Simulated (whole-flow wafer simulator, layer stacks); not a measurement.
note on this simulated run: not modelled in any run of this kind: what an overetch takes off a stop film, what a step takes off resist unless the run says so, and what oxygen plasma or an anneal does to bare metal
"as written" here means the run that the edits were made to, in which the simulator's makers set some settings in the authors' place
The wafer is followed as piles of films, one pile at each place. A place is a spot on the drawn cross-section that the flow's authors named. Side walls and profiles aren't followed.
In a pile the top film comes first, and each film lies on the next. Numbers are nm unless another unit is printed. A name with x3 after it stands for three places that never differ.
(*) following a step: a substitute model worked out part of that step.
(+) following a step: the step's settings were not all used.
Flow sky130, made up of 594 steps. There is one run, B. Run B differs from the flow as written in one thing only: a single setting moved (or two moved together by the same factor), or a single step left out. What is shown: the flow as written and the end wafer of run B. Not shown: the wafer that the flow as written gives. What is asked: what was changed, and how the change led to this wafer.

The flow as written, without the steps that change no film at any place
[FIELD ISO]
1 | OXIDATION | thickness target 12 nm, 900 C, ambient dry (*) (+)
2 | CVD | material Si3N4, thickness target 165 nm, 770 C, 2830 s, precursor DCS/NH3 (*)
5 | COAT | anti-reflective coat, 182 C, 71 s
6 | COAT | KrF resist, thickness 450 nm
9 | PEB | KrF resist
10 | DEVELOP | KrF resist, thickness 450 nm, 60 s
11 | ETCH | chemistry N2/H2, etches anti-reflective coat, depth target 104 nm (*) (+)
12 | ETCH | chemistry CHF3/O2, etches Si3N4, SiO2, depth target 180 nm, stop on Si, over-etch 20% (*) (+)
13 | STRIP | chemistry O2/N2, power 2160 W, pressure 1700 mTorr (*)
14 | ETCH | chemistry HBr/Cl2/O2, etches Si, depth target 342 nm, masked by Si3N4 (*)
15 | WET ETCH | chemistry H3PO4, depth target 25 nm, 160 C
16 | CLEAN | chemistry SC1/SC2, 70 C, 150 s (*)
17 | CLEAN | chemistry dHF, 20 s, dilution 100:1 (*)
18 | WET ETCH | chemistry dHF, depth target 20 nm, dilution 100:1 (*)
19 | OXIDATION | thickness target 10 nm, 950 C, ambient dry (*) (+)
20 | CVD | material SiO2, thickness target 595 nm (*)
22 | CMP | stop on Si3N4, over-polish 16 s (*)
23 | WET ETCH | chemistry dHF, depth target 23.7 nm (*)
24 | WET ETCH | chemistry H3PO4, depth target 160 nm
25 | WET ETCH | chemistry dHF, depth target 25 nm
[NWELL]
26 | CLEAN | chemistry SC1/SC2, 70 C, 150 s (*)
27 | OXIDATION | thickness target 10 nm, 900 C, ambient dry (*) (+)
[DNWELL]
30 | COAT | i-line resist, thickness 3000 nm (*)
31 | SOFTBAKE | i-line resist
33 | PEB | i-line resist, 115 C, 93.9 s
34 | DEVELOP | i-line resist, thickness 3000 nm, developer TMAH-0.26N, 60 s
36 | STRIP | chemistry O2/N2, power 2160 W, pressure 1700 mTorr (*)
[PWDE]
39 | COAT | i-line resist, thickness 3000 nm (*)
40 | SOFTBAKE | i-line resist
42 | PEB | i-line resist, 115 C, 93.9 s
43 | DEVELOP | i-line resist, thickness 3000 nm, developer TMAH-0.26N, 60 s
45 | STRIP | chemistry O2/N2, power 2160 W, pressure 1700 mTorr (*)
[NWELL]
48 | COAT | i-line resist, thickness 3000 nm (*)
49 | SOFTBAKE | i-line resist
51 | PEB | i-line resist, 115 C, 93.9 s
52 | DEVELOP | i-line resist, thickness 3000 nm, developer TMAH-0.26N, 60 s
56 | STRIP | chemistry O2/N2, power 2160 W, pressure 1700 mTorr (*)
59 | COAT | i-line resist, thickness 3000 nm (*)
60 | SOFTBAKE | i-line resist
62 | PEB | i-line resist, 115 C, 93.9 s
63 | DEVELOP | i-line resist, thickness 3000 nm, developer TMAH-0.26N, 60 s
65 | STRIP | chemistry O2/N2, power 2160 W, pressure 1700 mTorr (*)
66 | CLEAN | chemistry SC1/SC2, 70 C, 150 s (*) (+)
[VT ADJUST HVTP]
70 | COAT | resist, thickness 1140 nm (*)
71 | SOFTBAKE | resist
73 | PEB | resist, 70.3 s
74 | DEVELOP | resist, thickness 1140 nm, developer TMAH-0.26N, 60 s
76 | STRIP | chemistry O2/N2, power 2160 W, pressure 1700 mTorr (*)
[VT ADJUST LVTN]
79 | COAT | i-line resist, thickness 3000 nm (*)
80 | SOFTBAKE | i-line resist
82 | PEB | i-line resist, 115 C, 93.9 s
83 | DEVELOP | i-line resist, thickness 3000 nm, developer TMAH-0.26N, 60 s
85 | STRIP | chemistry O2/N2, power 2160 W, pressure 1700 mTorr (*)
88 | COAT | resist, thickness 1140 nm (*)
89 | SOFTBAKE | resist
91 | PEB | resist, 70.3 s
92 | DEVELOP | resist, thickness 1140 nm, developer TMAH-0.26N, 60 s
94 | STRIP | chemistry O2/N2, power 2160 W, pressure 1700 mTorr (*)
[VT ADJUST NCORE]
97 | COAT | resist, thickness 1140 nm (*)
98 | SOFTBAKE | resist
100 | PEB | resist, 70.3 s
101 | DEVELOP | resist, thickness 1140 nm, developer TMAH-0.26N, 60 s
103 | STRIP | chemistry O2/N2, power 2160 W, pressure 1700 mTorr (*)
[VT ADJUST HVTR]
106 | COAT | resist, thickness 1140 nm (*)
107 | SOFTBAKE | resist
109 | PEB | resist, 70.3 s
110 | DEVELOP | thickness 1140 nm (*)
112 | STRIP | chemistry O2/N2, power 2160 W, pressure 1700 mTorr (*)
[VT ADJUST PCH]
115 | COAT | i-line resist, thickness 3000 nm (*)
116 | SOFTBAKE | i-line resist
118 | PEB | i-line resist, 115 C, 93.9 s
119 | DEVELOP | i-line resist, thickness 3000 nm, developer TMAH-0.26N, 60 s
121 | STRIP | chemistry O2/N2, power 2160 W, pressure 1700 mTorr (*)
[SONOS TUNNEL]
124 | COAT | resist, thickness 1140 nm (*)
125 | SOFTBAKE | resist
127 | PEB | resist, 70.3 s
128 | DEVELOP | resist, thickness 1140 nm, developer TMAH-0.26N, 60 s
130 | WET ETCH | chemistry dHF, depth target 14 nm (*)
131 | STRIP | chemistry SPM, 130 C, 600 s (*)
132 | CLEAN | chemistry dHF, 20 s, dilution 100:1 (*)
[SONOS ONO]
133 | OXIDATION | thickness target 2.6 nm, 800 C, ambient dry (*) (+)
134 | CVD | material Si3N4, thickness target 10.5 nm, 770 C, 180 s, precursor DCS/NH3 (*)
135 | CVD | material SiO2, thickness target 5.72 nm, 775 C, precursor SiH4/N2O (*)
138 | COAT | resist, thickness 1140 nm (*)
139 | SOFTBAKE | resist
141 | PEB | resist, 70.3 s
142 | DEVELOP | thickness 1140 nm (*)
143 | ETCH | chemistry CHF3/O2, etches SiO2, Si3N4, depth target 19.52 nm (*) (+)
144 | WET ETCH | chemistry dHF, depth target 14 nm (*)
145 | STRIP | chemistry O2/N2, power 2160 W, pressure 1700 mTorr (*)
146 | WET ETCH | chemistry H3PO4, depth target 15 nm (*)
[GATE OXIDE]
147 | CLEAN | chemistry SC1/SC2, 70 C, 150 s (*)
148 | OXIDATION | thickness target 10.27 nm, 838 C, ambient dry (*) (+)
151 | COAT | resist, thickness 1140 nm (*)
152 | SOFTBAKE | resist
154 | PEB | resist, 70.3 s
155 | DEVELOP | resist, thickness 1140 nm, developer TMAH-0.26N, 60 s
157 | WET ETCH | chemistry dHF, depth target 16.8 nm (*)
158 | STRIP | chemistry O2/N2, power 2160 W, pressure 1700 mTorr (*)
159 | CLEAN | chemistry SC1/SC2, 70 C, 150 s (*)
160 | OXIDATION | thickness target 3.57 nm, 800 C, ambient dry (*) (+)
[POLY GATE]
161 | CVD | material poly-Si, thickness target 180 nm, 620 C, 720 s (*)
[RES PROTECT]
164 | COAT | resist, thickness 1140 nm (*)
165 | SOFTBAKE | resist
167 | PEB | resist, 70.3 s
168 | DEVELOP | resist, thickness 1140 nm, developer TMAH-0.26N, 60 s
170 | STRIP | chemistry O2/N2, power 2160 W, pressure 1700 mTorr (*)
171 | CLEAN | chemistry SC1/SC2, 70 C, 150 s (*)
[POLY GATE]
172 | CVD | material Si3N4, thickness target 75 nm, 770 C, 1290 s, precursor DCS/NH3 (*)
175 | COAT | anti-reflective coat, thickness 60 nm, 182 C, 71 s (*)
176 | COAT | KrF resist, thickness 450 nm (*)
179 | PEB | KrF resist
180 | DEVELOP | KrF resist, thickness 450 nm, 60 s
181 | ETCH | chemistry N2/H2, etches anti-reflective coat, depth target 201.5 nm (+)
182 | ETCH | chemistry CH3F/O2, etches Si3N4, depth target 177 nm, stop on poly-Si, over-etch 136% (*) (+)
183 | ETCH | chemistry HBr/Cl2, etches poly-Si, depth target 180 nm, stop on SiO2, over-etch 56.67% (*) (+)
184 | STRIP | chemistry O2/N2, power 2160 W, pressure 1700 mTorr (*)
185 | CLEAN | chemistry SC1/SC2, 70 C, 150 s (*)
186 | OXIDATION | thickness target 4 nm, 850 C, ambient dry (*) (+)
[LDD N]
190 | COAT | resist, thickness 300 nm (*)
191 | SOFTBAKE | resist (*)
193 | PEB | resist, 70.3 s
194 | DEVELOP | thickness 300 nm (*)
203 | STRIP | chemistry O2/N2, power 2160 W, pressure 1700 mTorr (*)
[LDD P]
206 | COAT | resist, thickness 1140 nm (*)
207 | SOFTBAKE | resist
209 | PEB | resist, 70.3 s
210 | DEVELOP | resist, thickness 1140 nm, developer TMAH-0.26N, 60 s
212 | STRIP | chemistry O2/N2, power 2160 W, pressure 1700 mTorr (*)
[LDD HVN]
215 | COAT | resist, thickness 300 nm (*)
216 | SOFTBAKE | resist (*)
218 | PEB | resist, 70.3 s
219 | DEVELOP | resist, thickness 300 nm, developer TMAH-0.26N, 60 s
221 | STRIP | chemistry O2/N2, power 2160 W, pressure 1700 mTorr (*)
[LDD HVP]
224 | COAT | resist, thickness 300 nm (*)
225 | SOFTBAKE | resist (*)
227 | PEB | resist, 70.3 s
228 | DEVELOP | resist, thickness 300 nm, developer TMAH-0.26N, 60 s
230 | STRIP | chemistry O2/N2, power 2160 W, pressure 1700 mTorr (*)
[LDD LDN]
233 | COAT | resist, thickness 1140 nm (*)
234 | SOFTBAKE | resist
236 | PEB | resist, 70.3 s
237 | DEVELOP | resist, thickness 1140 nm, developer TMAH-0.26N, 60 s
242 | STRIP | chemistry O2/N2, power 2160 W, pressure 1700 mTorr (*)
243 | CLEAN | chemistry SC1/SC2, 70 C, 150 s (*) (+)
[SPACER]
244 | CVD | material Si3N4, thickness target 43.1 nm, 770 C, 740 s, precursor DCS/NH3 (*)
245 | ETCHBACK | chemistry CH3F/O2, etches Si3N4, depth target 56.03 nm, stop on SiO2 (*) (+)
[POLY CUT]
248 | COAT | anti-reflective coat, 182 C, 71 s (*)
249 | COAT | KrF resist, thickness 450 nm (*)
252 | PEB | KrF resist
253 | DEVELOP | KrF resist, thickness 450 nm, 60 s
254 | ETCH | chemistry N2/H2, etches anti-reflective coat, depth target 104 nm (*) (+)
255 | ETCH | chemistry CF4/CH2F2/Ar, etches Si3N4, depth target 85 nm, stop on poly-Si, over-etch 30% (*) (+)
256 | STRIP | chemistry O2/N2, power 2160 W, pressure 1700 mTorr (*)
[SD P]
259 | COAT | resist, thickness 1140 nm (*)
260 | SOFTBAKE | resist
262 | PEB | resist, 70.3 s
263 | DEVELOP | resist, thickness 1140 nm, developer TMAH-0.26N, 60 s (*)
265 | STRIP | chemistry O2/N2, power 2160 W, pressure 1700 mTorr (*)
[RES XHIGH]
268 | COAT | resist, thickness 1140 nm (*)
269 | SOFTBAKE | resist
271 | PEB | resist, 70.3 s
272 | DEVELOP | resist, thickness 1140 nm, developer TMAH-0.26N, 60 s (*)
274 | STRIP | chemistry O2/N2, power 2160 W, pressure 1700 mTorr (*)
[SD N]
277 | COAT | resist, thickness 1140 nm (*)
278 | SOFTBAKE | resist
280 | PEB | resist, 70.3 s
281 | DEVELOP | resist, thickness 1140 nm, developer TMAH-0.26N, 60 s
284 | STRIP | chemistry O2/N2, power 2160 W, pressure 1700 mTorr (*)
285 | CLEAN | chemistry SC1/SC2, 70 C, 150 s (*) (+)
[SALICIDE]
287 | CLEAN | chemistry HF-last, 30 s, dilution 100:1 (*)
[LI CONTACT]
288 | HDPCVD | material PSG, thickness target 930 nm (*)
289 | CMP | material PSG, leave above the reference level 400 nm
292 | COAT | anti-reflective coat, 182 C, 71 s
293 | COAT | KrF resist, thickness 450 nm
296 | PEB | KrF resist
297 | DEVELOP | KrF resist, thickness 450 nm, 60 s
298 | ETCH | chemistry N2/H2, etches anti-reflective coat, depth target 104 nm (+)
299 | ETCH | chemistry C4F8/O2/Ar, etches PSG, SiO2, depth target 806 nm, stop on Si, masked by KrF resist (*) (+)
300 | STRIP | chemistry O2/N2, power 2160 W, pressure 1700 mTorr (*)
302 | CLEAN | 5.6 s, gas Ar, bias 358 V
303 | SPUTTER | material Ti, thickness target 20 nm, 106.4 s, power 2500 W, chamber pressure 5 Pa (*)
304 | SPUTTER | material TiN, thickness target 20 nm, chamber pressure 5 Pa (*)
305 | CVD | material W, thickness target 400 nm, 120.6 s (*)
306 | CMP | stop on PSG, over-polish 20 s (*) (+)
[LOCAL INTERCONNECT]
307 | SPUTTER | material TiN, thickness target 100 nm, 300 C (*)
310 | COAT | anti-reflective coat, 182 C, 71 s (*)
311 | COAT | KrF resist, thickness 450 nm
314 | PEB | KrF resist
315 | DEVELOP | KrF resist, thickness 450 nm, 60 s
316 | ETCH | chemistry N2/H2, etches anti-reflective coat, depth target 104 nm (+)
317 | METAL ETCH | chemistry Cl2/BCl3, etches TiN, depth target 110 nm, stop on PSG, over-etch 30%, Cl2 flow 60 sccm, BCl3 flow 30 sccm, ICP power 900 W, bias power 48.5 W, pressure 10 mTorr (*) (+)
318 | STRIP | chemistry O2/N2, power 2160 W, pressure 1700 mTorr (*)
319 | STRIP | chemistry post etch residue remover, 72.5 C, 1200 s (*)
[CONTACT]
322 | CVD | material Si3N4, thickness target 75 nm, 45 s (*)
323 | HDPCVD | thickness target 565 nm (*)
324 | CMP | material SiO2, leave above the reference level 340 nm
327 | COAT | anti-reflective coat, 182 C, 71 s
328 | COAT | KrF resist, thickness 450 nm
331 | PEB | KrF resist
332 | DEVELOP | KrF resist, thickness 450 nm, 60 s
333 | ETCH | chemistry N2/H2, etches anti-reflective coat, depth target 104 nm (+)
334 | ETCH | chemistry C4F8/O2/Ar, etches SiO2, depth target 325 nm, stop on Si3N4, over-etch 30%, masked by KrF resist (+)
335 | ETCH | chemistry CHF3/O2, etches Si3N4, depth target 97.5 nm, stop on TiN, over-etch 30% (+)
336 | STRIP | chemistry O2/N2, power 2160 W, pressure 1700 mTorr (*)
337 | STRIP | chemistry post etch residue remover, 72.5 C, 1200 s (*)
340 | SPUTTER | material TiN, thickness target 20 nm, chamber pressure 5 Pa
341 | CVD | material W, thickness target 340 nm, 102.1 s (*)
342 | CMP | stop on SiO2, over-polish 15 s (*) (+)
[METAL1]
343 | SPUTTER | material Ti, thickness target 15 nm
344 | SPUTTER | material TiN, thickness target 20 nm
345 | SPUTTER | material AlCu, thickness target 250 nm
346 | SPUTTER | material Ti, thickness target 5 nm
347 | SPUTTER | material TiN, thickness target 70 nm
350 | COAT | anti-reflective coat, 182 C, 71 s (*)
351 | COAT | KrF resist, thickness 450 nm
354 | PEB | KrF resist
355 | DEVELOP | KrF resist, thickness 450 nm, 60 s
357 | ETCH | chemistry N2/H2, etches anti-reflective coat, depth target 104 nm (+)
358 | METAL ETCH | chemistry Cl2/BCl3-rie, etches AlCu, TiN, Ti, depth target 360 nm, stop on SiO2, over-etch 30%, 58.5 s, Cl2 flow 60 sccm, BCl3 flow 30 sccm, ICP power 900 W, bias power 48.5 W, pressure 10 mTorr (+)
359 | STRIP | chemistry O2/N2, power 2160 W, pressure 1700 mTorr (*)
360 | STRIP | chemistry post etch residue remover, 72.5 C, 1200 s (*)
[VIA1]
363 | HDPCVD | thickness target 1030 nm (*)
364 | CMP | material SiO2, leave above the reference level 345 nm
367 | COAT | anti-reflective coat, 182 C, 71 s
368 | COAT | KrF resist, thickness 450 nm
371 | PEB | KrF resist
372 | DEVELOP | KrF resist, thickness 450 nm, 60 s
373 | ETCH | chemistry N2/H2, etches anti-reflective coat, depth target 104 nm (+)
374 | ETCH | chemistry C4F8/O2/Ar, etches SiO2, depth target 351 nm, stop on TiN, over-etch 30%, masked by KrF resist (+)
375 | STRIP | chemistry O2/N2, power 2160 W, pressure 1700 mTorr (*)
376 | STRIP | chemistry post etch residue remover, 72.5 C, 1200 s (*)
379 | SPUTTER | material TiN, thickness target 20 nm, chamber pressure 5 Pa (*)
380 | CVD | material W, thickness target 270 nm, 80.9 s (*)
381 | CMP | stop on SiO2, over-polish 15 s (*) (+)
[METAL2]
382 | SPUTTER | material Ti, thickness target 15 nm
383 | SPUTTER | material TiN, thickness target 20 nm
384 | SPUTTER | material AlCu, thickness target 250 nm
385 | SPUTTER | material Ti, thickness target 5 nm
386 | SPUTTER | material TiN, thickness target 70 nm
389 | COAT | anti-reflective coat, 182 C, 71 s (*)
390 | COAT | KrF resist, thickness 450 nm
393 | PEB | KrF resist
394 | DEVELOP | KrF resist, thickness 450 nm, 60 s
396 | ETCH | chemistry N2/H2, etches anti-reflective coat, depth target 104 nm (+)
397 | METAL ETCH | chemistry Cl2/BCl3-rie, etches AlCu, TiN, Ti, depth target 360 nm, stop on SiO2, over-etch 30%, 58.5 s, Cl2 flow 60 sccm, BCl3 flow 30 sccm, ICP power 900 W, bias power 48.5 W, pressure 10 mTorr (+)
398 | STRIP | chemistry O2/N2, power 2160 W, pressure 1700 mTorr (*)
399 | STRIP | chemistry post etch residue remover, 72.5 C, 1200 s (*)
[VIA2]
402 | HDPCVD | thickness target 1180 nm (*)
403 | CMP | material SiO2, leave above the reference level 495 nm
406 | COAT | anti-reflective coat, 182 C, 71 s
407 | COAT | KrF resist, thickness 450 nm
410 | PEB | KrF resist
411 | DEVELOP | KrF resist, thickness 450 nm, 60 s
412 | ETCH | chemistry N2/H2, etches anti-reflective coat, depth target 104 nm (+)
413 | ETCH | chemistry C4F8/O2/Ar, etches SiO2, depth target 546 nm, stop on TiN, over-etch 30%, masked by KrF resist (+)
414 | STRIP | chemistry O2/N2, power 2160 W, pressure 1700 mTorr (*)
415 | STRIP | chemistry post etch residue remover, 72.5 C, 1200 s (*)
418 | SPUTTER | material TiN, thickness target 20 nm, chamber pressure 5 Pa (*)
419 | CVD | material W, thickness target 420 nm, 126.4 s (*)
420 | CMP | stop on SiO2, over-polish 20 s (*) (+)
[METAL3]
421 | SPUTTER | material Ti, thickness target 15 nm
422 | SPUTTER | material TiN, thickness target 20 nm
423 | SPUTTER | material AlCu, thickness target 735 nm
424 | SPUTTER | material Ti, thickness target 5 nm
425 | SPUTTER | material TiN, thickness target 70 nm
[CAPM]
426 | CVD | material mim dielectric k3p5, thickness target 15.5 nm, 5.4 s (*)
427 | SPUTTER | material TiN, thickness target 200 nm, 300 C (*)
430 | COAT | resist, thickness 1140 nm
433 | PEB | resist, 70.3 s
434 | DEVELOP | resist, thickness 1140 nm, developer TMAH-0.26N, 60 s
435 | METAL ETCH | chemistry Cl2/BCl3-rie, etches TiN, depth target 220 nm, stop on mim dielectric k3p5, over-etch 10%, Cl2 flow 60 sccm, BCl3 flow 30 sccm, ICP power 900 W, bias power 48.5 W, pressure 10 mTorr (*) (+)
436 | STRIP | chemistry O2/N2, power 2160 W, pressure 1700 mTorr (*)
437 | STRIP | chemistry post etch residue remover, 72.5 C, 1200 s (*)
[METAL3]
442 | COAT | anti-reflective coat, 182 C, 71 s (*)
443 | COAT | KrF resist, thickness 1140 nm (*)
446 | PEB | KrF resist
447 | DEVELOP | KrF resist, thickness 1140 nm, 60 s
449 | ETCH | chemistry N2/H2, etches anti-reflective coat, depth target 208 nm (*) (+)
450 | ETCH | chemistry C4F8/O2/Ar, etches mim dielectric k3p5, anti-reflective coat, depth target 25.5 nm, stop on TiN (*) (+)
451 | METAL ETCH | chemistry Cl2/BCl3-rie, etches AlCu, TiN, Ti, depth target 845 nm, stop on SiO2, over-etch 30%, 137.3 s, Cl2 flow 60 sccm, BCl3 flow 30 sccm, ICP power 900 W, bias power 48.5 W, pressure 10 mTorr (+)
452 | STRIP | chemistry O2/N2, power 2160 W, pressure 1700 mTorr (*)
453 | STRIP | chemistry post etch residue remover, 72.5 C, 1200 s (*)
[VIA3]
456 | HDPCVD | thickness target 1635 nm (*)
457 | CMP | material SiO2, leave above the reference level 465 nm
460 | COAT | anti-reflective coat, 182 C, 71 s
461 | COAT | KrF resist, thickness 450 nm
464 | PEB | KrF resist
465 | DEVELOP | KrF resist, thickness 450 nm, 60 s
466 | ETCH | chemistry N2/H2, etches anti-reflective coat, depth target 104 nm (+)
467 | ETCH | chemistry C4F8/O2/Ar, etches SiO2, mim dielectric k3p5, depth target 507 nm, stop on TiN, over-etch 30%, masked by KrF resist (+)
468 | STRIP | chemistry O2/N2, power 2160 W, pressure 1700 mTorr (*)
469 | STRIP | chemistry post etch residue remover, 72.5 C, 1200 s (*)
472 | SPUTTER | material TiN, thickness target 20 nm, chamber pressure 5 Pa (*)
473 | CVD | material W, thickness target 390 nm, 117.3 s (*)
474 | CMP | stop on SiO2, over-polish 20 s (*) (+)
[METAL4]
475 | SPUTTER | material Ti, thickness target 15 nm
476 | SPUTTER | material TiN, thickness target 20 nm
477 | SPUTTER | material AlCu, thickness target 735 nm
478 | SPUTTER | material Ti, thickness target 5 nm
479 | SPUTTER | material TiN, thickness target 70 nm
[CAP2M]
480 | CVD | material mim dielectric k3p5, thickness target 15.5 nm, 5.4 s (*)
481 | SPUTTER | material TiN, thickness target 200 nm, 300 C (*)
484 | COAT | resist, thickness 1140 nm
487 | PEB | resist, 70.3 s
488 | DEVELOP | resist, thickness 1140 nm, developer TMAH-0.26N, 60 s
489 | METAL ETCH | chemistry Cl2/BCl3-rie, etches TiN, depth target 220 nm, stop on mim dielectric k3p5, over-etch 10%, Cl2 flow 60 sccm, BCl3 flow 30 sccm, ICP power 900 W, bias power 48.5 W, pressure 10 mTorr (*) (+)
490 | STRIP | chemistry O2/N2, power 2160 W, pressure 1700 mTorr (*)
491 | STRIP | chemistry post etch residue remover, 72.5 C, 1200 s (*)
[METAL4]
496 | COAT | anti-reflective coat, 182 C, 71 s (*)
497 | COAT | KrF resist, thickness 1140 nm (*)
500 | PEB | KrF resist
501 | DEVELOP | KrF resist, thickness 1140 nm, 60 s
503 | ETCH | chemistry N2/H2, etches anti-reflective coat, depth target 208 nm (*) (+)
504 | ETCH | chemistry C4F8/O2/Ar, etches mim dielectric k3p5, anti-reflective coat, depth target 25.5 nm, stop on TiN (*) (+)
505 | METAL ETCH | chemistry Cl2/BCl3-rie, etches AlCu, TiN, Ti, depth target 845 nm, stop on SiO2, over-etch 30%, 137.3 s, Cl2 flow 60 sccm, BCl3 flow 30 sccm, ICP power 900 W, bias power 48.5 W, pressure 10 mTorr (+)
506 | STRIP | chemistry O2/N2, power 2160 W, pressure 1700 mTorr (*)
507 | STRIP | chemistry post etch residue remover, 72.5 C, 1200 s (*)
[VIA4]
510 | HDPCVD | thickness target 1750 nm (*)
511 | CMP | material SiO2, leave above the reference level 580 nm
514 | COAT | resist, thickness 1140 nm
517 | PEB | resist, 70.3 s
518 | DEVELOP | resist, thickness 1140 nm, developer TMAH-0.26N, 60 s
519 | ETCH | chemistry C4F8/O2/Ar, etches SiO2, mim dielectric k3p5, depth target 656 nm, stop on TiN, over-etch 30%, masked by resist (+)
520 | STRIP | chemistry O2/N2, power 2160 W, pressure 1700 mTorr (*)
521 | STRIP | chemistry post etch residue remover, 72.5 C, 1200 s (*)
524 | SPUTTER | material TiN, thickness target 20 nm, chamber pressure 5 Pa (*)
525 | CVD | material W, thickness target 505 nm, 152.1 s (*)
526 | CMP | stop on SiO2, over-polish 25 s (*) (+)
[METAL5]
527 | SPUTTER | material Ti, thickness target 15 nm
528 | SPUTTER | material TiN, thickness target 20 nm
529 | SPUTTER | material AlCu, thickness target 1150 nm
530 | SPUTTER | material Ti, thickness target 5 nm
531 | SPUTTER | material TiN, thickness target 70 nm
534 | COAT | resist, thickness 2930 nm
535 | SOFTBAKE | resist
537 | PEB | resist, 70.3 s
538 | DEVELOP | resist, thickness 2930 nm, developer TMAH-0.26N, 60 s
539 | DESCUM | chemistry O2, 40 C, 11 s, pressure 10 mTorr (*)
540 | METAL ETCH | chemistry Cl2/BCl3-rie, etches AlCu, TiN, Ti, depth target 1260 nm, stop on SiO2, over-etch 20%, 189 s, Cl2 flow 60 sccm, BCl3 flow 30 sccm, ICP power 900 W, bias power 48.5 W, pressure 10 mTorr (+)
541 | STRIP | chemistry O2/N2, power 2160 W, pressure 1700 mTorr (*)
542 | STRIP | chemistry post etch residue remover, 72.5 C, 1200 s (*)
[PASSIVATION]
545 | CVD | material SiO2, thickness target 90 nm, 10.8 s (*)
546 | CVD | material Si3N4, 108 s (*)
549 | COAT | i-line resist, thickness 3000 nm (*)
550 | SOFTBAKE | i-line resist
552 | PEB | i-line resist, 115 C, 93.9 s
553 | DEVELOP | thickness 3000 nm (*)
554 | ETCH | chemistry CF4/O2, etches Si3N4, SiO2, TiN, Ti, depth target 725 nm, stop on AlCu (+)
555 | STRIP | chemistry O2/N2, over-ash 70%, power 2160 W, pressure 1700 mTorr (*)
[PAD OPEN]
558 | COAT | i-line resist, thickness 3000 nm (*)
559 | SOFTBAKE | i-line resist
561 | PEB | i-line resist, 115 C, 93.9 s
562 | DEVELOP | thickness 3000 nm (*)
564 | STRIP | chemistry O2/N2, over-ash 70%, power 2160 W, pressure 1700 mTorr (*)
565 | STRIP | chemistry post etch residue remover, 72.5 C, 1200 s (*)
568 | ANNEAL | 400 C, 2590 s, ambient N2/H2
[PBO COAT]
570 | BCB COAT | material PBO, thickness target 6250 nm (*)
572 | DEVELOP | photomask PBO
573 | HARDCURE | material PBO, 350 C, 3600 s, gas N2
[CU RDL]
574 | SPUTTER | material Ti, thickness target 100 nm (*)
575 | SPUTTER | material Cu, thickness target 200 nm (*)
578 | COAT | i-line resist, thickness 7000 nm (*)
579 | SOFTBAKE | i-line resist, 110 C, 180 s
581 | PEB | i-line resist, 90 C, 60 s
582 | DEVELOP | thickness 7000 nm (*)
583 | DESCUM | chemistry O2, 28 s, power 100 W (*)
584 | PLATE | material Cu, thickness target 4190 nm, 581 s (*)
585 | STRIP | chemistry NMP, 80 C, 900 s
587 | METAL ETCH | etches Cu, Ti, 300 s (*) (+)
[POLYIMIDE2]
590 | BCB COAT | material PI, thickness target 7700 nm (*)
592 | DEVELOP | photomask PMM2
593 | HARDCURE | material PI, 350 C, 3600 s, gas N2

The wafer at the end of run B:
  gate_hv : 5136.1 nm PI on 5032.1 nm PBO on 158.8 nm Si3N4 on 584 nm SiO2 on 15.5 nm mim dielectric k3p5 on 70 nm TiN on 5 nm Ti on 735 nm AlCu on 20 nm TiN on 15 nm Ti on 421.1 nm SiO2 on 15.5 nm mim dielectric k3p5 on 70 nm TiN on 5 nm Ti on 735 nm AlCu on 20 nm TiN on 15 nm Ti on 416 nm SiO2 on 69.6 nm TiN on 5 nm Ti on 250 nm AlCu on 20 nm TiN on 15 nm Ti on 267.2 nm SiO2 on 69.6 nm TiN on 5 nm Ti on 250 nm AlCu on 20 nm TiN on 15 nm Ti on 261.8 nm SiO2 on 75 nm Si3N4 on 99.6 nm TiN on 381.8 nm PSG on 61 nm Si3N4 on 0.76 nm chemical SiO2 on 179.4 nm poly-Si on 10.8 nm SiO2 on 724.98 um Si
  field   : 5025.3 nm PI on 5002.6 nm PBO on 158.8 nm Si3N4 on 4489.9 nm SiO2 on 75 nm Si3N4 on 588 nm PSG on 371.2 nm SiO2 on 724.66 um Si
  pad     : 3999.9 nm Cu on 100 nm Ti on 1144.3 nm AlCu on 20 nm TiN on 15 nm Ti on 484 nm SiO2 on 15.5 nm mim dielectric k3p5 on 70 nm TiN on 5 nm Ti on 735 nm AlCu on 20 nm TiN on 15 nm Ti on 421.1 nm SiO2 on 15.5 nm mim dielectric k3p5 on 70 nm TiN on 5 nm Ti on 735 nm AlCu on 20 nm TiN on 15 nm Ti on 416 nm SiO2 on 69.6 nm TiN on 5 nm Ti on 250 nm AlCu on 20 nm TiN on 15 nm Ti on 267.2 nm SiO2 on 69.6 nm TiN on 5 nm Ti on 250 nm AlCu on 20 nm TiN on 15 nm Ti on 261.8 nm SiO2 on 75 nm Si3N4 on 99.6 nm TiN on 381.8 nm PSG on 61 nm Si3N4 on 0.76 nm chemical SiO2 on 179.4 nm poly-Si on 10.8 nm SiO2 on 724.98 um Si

What caused this: step 457, CMP: leave above the reference level 516 nm was run, whereas the flow has leave above the reference level 465 nm.

The path from the change to this, step by step:
  457 | CMP | material SiO2, leave above the reference level 465 nm
      n_well, p_well, gate_hv and 99 more: SiO2 loses 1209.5 (in the flow as written it would be: SiO2 loses 1260.5)
      field, active, gate and 82 more: SiO2 loses 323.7 (in the flow as written it would be: SiO2 loses 374.7)
      (as well as at 5 more places)
  467 | ETCH | chemistry C4F8/O2/Ar, etches SiO2, mim dielectric k3p5, depth target 507 nm, stop on TiN, over-etch 30%, masked by KrF resist (+)
      m1: SiO2 loses 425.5 (all of it), mim dielectric k3p5 loses 15.5 (all of it) (in the flow as written it would be: SiO2 loses 374.5 (all of it), mim dielectric k3p5 loses 15.5 (all of it))
      via3_hole: SiO2 loses 424.9 (all of it), mim dielectric k3p5 loses 15.5 (all of it) (in the flow as written it would be: SiO2 loses 373.9 (all of it), mim dielectric k3p5 loses 15.5 (all of it))
  472 | SPUTTER | material TiN, thickness target 20 nm, chamber pressure 5 Pa (*)
      m1, via3_hole: TiN gains 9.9 (in the flow as written it would be: TiN gains 10.6)
  473 | CVD | material W, thickness target 390 nm, 117.3 s (*)
      m1: W gains 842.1 (new film) (in the flow as written it would be: W gains 790.5 (new film))
      via3_hole: W gains 841.5 (new film) (in the flow as written it would be: W gains 789.9 (new film))
